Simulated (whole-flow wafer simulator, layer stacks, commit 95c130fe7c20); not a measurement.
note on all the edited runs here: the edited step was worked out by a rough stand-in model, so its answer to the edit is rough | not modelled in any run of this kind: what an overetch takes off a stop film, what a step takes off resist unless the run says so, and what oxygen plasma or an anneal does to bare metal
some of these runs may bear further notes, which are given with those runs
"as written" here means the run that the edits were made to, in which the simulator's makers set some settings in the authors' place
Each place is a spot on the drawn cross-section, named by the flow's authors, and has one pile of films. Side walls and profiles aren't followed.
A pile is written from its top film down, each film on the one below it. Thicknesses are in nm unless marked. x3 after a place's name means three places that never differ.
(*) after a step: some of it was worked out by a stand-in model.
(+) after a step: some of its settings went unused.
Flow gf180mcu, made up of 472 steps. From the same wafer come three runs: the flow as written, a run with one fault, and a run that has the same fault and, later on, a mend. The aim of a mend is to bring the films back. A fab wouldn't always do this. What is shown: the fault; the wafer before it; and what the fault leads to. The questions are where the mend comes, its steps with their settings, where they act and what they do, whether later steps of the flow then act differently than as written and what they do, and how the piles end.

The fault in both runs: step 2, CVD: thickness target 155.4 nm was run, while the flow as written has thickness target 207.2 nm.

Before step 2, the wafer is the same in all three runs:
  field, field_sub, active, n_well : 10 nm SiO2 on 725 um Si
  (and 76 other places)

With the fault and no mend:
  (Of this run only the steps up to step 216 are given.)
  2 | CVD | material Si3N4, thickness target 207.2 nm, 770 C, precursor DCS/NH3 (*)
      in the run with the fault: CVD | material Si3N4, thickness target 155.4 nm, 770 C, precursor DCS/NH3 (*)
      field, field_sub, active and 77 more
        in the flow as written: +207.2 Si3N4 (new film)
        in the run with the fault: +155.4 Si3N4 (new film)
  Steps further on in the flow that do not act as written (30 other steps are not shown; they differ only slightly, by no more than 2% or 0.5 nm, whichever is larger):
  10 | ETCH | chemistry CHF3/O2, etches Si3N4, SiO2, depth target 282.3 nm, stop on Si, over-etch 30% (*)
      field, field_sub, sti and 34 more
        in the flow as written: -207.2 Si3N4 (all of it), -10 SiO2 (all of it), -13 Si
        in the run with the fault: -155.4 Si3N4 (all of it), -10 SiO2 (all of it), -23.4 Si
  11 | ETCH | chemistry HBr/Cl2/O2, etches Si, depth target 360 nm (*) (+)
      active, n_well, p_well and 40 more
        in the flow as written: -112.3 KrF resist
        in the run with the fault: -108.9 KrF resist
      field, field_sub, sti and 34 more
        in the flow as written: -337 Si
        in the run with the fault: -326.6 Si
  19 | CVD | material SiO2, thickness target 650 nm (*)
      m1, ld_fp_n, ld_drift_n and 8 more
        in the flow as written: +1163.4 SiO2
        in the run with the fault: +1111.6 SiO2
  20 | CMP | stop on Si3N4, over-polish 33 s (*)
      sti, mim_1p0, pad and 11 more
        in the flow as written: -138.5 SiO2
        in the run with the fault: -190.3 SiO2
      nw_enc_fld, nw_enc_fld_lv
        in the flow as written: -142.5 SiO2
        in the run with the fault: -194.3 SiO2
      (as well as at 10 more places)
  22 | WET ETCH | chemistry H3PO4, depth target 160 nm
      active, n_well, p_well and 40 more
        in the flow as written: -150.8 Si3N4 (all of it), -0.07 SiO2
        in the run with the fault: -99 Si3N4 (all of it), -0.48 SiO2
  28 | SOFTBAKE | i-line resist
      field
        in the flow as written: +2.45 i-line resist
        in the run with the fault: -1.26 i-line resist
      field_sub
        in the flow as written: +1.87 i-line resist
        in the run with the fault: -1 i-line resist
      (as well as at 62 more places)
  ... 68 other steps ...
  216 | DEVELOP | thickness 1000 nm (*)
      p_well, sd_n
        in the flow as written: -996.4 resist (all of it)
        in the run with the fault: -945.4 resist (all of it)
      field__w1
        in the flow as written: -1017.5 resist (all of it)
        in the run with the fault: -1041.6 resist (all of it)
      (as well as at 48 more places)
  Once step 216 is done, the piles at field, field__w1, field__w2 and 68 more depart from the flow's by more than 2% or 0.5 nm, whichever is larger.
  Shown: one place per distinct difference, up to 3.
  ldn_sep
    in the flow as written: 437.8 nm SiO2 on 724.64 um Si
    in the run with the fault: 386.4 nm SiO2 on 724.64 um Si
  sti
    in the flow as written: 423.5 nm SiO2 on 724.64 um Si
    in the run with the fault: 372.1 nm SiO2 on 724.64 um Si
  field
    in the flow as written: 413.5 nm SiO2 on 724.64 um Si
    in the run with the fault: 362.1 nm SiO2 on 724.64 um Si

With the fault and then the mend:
  The mend stands after step 2.
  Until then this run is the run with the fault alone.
  2a | CVD | material Si3N4, thickness target 51.79 nm, 770 C, precursor DCS/NH3 (*) (the flow's step 2 again, with other settings)
      field, field_sub, active and 77 more
        +51.8 Si3N4
  Later steps of the flow that are run all act as written at every place that is followed.
  By the end, the piles equal the flow's at every place that both follow.
